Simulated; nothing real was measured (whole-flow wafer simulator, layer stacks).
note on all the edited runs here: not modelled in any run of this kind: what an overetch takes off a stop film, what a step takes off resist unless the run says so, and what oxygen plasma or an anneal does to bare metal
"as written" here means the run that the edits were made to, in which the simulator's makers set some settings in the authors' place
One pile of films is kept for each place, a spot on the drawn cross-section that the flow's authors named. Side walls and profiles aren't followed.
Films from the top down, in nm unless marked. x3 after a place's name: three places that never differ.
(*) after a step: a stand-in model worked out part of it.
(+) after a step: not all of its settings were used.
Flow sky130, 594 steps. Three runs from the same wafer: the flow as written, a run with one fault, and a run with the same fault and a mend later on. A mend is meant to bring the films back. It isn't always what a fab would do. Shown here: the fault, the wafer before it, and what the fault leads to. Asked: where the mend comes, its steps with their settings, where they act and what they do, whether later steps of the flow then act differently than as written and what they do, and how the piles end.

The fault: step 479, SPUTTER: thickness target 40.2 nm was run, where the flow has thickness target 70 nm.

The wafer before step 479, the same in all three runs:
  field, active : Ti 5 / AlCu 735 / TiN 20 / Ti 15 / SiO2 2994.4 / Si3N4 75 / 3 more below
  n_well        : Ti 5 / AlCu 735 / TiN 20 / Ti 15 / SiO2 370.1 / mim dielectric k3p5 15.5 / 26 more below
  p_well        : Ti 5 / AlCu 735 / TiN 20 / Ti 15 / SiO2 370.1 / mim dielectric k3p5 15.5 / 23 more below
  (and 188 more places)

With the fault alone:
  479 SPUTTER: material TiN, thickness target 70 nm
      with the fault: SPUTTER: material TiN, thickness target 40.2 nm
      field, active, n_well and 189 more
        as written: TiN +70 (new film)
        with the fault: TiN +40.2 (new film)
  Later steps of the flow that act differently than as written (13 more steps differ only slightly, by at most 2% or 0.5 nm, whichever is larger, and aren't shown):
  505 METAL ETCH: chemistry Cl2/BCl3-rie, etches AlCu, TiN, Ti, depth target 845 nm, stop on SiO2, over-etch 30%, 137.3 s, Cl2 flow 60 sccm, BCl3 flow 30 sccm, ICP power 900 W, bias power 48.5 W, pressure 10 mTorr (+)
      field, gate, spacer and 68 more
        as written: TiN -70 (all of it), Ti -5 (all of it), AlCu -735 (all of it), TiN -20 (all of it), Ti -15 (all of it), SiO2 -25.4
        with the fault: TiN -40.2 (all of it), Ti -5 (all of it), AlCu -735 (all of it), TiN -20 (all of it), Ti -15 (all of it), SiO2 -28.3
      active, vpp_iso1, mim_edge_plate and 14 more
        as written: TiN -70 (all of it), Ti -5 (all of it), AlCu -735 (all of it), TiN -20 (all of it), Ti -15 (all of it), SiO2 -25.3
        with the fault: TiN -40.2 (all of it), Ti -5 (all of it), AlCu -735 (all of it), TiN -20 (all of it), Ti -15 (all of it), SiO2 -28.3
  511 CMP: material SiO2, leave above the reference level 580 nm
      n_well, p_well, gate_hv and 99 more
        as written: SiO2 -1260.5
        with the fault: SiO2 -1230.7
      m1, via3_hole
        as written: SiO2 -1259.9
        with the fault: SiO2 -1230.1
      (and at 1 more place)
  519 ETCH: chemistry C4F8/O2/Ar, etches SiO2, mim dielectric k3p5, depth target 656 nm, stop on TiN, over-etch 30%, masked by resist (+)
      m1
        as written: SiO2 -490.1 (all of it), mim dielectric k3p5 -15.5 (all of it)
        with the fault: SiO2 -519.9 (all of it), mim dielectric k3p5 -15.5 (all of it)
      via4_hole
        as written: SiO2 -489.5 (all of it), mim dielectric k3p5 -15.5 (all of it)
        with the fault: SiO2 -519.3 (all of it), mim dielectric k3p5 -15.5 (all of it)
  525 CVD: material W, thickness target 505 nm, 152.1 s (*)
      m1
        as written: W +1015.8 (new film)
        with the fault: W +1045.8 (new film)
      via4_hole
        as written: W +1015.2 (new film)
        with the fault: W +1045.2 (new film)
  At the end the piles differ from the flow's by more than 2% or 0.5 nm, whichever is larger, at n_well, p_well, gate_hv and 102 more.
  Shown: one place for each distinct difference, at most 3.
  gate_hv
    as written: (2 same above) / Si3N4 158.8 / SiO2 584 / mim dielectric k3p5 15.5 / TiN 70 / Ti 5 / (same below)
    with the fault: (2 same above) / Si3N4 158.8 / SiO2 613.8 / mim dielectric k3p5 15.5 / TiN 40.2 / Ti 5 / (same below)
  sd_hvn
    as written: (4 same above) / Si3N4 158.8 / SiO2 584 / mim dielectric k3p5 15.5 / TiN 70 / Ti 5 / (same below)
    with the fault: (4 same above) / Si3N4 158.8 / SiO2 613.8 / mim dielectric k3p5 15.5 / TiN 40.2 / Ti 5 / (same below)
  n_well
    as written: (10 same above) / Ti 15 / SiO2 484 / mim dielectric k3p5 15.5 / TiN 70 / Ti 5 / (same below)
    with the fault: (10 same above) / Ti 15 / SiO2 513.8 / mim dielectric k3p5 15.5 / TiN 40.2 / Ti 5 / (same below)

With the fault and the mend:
  The mend comes after step 479.
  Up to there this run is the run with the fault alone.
  479a SPUTTER: material TiN, thickness target 29.8 nm (the flow's step 479 once more, with other settings)
      field, active, n_well and 189 more
        TiN +29.8
  No later step of the flow acts differently than as written at any place that is followed.
  At the end the piles are the same as the flow's at every place that both follow.
